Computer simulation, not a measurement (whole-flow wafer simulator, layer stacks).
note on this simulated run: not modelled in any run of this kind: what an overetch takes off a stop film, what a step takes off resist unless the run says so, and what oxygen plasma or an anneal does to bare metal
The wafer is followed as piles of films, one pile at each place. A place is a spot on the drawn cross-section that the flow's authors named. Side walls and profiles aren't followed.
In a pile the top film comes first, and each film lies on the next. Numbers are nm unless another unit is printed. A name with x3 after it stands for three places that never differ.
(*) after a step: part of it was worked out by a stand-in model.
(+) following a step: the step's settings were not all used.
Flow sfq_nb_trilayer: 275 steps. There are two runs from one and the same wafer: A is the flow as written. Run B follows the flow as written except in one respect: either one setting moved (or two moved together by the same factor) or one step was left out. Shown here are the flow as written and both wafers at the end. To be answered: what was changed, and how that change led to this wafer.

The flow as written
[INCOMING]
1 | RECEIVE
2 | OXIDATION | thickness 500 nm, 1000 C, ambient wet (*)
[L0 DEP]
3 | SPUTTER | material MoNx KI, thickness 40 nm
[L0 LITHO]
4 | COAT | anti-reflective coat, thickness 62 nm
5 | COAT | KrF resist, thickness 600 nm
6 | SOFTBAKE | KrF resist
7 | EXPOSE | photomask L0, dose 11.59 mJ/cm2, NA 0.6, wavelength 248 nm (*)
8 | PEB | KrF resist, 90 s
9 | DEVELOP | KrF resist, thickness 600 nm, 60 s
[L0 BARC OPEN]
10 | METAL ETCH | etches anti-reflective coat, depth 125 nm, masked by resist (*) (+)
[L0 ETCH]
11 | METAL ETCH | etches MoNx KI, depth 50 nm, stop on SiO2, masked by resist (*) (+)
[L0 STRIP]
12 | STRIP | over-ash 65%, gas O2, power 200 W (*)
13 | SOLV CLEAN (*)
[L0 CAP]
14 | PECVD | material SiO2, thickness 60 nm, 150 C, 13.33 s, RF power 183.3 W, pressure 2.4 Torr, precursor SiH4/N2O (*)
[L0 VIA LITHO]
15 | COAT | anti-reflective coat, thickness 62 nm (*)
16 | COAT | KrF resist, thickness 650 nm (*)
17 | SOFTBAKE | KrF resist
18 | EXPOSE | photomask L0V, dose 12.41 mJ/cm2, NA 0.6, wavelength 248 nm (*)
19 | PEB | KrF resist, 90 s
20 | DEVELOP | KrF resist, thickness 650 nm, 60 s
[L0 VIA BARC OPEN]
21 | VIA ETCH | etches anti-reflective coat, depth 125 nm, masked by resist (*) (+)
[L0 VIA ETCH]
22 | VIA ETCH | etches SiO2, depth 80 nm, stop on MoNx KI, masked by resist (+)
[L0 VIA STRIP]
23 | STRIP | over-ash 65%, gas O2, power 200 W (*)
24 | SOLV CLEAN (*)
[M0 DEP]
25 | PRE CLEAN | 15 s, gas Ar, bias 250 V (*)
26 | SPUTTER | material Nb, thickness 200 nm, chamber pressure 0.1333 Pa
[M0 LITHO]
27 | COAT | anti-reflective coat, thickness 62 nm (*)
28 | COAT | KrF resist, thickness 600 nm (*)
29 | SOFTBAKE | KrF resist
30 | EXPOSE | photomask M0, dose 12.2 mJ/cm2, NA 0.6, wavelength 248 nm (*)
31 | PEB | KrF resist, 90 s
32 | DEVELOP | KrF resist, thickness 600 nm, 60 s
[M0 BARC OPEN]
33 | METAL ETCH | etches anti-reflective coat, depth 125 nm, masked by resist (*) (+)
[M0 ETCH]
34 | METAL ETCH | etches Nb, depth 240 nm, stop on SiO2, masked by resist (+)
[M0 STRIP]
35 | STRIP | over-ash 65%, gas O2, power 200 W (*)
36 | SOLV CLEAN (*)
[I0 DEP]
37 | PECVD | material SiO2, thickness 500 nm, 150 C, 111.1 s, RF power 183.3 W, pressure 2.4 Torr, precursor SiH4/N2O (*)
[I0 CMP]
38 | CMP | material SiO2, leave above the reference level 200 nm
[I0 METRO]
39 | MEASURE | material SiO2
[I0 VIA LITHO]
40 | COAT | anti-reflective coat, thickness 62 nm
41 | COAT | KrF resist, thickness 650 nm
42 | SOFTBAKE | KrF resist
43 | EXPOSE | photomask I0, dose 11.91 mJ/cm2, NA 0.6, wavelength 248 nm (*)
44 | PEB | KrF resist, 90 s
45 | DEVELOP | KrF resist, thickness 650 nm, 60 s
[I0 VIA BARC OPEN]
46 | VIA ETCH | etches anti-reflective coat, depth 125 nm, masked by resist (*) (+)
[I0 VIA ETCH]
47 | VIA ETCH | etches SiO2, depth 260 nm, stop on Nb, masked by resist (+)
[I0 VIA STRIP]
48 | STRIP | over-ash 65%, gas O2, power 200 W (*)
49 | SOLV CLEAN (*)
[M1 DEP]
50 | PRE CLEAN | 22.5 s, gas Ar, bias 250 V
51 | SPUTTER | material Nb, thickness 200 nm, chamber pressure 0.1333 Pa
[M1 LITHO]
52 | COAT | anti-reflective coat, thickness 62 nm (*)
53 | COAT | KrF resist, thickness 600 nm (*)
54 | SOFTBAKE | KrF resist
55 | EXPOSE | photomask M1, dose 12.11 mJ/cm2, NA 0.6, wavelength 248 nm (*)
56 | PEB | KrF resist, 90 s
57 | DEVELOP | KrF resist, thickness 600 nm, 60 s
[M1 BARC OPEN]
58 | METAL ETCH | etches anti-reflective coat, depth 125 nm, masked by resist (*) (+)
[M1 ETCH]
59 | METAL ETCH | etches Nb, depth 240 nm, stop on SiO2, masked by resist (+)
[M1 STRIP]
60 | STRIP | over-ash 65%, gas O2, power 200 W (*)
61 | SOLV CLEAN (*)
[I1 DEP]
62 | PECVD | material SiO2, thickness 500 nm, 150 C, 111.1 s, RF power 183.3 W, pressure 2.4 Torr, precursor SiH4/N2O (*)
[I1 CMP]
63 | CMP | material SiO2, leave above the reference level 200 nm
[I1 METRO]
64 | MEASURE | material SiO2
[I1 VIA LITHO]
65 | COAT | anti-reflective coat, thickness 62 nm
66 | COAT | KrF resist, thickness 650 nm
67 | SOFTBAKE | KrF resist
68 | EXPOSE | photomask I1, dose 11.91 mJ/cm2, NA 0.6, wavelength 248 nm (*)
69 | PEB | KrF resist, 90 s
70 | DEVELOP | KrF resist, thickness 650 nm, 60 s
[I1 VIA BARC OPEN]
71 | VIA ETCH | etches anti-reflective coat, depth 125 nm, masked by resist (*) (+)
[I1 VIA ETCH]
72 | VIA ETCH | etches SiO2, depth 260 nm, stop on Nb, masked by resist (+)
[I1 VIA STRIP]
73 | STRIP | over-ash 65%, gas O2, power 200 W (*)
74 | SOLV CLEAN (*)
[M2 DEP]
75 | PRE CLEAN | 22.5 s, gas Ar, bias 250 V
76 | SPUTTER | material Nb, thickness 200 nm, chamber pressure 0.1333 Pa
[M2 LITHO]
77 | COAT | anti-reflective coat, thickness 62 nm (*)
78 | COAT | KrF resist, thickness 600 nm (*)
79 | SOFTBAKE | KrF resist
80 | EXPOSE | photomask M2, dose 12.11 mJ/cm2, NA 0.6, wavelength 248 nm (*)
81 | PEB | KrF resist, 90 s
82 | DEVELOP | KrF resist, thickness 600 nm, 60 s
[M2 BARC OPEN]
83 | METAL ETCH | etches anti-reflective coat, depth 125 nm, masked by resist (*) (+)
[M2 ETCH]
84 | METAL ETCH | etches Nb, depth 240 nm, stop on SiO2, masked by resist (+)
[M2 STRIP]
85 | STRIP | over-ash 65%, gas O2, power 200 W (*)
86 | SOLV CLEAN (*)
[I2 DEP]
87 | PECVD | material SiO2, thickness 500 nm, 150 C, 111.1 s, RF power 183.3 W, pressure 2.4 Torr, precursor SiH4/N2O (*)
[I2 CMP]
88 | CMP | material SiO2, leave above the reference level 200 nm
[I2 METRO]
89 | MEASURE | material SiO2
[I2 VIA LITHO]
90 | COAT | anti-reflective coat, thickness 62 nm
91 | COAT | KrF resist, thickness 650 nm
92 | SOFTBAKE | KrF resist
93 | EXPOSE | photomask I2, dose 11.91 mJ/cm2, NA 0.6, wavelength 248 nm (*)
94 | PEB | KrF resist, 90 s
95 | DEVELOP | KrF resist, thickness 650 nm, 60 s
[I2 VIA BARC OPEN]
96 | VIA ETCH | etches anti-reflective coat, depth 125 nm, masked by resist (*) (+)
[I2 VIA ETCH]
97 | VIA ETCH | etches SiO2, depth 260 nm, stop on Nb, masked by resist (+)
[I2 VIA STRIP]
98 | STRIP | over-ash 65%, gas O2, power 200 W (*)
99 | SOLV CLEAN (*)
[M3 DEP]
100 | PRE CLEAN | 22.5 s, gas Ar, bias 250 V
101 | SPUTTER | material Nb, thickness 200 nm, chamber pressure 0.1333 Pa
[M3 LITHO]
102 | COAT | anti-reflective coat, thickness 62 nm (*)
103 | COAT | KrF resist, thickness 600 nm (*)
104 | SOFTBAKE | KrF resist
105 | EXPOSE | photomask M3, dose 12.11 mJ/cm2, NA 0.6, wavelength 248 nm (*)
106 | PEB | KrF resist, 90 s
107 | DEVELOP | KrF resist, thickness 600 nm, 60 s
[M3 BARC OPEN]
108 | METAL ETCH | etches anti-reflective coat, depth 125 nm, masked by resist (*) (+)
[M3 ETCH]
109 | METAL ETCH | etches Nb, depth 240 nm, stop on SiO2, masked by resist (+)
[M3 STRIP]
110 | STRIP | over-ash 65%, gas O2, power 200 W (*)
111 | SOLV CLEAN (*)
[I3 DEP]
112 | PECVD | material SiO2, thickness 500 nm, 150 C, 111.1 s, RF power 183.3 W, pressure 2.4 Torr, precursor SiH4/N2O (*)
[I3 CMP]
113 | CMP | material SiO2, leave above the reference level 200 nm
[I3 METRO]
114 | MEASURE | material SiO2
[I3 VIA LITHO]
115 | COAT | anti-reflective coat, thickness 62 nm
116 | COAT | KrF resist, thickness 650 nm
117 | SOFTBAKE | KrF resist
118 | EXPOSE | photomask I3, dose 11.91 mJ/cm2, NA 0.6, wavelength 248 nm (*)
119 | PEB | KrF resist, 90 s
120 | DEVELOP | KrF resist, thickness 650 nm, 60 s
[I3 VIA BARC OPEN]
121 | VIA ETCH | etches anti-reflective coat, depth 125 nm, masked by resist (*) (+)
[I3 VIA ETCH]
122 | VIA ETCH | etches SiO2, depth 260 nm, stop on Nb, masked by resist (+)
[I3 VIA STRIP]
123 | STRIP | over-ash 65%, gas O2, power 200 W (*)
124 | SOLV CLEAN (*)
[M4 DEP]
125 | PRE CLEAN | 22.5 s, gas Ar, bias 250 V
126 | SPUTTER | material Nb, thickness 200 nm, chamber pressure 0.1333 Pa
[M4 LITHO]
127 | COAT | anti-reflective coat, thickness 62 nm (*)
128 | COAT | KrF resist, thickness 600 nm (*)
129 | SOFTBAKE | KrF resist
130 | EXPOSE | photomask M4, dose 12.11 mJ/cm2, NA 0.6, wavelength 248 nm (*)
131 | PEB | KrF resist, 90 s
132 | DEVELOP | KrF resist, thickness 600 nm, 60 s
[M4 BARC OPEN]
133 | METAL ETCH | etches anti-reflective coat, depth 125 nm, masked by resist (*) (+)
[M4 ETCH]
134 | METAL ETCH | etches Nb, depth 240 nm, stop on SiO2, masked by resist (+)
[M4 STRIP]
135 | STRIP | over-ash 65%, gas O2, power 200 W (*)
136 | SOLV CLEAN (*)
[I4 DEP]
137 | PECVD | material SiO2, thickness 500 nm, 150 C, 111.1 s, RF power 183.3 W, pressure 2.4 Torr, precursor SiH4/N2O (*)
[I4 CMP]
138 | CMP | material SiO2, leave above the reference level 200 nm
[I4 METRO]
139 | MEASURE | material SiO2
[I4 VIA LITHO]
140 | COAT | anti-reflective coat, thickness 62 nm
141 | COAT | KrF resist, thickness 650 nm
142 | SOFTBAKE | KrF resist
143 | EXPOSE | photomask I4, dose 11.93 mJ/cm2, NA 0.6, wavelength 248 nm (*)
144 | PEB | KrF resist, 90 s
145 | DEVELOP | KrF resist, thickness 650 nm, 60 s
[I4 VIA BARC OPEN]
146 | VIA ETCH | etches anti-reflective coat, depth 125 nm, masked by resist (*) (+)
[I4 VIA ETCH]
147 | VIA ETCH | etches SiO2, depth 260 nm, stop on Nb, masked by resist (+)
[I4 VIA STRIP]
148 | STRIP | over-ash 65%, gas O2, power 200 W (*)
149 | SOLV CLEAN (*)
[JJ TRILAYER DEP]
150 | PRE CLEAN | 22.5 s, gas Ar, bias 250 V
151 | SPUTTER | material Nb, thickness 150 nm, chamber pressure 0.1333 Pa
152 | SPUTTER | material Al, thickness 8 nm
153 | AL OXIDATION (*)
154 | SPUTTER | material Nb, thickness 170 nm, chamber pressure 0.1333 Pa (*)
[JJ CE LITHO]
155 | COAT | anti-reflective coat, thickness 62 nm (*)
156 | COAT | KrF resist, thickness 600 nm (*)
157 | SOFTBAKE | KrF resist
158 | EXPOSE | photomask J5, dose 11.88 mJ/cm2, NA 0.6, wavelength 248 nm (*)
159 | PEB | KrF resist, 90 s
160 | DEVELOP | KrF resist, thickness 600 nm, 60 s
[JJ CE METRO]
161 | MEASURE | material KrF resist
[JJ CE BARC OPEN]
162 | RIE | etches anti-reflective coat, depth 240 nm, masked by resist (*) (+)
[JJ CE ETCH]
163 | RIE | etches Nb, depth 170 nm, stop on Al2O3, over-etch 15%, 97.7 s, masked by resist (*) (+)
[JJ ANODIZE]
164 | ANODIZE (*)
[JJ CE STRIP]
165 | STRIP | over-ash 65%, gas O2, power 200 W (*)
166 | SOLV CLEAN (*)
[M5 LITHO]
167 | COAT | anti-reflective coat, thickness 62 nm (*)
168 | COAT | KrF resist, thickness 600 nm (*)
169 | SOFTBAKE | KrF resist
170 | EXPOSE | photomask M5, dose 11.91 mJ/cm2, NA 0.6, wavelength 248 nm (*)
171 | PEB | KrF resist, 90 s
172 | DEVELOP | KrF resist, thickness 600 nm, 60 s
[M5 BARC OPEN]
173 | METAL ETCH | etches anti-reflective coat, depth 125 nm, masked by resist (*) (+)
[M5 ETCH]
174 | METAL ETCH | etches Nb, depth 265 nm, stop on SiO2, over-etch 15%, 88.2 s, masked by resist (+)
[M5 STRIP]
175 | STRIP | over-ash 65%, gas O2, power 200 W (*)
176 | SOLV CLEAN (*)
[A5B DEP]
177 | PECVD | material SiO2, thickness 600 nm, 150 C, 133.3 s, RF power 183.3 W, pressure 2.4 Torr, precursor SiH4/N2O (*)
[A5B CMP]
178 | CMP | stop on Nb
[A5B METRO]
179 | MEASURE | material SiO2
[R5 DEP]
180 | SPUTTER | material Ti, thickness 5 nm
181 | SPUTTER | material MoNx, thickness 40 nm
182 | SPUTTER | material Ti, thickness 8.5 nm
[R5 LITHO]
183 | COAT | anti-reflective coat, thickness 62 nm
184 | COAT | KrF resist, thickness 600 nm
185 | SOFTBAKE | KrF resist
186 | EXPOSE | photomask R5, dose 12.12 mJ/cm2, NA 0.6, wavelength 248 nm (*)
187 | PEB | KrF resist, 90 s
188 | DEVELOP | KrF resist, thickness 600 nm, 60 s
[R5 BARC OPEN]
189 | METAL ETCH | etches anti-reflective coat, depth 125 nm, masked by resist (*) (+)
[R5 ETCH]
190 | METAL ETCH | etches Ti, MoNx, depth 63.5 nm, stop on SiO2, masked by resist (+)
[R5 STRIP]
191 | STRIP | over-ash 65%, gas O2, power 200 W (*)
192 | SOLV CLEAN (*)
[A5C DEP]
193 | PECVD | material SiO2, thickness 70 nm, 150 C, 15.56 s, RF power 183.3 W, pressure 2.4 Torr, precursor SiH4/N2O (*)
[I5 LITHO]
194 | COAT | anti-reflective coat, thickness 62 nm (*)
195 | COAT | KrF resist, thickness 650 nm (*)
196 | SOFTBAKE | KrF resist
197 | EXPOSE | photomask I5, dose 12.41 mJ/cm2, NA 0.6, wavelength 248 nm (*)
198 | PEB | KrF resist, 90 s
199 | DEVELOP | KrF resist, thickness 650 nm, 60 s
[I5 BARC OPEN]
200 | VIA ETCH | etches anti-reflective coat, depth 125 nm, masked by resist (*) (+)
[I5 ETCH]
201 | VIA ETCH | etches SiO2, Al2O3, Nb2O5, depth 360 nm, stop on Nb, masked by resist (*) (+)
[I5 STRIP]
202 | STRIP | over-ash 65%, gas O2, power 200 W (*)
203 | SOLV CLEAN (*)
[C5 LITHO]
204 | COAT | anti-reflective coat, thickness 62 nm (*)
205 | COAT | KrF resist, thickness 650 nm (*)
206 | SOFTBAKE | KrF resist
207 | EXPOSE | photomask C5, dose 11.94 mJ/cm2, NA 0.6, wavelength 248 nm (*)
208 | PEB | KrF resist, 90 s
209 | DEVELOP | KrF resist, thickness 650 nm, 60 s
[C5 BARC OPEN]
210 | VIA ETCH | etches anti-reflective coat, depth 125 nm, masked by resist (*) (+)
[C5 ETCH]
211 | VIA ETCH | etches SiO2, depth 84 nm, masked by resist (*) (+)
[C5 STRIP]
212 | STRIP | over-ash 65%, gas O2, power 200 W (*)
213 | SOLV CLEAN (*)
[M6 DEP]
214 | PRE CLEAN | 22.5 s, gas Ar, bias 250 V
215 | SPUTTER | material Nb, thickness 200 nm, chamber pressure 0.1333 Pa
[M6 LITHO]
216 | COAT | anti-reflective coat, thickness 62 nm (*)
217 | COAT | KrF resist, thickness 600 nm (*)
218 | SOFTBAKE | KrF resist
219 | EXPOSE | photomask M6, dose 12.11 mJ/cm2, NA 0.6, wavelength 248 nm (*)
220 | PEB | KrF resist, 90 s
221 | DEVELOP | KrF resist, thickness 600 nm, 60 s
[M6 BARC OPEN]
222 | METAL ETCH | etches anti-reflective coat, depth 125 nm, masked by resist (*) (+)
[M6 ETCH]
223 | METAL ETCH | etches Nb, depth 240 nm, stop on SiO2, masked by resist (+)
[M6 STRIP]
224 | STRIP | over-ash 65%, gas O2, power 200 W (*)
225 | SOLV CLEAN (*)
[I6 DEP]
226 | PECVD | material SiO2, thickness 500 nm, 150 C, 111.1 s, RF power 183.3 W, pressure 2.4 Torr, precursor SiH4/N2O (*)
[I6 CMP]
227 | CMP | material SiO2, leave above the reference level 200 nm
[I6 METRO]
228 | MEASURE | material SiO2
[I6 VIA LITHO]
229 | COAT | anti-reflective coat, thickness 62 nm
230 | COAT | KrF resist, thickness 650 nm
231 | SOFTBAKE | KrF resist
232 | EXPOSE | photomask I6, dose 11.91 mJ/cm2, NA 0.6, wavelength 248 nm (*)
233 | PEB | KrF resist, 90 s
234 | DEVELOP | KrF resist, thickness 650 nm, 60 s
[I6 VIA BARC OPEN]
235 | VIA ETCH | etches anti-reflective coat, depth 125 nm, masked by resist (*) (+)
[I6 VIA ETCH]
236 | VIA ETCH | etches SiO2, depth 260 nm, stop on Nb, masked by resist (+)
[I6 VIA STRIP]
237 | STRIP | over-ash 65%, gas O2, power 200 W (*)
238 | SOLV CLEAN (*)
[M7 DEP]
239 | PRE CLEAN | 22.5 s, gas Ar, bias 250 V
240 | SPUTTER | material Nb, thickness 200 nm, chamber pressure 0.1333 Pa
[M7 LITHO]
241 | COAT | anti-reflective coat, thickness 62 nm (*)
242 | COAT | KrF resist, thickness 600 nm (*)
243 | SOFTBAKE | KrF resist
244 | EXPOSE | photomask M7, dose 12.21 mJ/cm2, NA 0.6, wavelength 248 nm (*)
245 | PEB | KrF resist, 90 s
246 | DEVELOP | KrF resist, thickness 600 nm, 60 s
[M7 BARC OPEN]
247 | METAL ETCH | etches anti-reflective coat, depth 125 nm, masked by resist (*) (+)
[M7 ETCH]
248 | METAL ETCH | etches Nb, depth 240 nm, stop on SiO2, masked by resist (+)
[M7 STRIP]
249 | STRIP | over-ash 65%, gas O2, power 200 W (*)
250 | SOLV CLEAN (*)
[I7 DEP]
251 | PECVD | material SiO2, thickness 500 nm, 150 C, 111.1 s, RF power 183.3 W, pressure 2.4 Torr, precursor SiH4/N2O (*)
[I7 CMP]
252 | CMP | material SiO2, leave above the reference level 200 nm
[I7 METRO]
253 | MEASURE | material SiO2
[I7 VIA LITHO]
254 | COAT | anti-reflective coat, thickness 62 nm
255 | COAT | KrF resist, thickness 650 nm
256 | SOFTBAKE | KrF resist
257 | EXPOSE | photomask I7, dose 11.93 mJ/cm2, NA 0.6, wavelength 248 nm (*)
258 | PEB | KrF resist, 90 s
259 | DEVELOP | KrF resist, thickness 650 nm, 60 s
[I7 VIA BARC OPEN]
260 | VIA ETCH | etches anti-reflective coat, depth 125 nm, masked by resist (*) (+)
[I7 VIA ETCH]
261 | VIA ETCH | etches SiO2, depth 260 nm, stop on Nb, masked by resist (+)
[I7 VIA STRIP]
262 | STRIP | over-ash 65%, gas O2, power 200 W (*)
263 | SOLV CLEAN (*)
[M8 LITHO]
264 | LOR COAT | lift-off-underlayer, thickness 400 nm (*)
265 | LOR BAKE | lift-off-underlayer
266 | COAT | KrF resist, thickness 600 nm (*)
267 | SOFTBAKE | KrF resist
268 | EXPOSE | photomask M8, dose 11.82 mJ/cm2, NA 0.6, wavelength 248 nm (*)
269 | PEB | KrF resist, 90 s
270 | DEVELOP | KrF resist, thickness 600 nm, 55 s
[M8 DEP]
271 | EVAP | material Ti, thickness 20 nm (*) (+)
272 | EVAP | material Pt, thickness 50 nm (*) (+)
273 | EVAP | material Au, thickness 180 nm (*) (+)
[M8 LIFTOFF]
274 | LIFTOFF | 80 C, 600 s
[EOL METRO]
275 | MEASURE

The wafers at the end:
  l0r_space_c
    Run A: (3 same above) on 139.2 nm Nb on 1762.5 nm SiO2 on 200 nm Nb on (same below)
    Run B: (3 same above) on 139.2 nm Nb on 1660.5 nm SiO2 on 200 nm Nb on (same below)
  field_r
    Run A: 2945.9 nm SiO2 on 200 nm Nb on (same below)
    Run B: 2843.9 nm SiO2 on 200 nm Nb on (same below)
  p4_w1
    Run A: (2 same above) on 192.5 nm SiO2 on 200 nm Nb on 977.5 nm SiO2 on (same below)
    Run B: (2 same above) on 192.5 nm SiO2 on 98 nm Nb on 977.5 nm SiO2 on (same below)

What caused this: step 101, SPUTTER: thickness 98 nm was run, though the flow has thickness 200 nm.
The wafer lets one read it off: p4_w1 has Nb 98, and step 101 as written asks for 200 nm.

Step by step, how the change led to this:
  101 | SPUTTER | material Nb, thickness 200 nm, chamber pressure 0.1333 Pa
      field_l, v_sur, via_wl and 102 more: A +200 Nb (new film) | B +98 Nb (new film)
      via_w: A +165.5 Nb | B +80.8 Nb
  102 | COAT | anti-reflective coat, thickness 62 nm (*)
      via_wl, via_wr: A +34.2 anti-reflective coat (new film) | B +32.8 anti-reflective coat (new film)
      via_w: A +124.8 anti-reflective coat (new film) | B +119.8 anti-reflective coat (new film)
  109 | METAL ETCH | etches Nb, depth 240 nm, stop on SiO2, masked by resist (+)
      field_l, be, be_sur and 72 more: A -200 Nb (all of it) | B -98 Nb (all of it)
      v_sur, via_wl, via_w and 28 more: A -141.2 KrF resist | B -86.5 KrF resist
  110 | STRIP | over-ash 65%, gas O2, power 200 W (*)
      p4_w1, p4_w2, p4_w3 and 21 more: A -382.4 KrF resist (all of it), -62 anti-reflective coat (all of it) | B -437.1 KrF resist (all of it), -62 anti-reflective coat (all of it)
      via_wl, via_wr: A -384.2 KrF resist (all of it), -34.2 anti-reflective coat (all of it) | B -441.5 KrF resist (all of it), -32.8 anti-reflective coat (all of it)
      (also at 5 further places)
  112 | PECVD | material SiO2, thickness 500 nm, 150 C, 111.1 s, RF power 183.3 W, pressure 2.4 Torr, precursor SiH4/N2O (*)
      p4_g1, p4_g2, p3_s0, p3_s1, p3_s2, p3_s3, p3_s4, p3_s5: A +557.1 SiO2 | B +500 SiO2
      via_w: A +615 SiO2 (new film) | B +586.6 SiO2 (new film)
  113 | CMP | material SiO2, leave above the reference level 200 nm
      field_l, be, be_sur and 64 more: A -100 SiO2 | B -202 SiO2
      p4_g1, p4_g2, p3_s0, p3_s1, p3_s2, p3_s3, p3_s4, p3_s5: A -157.1 SiO2 | B -202 SiO2
      (also at 1 further place)
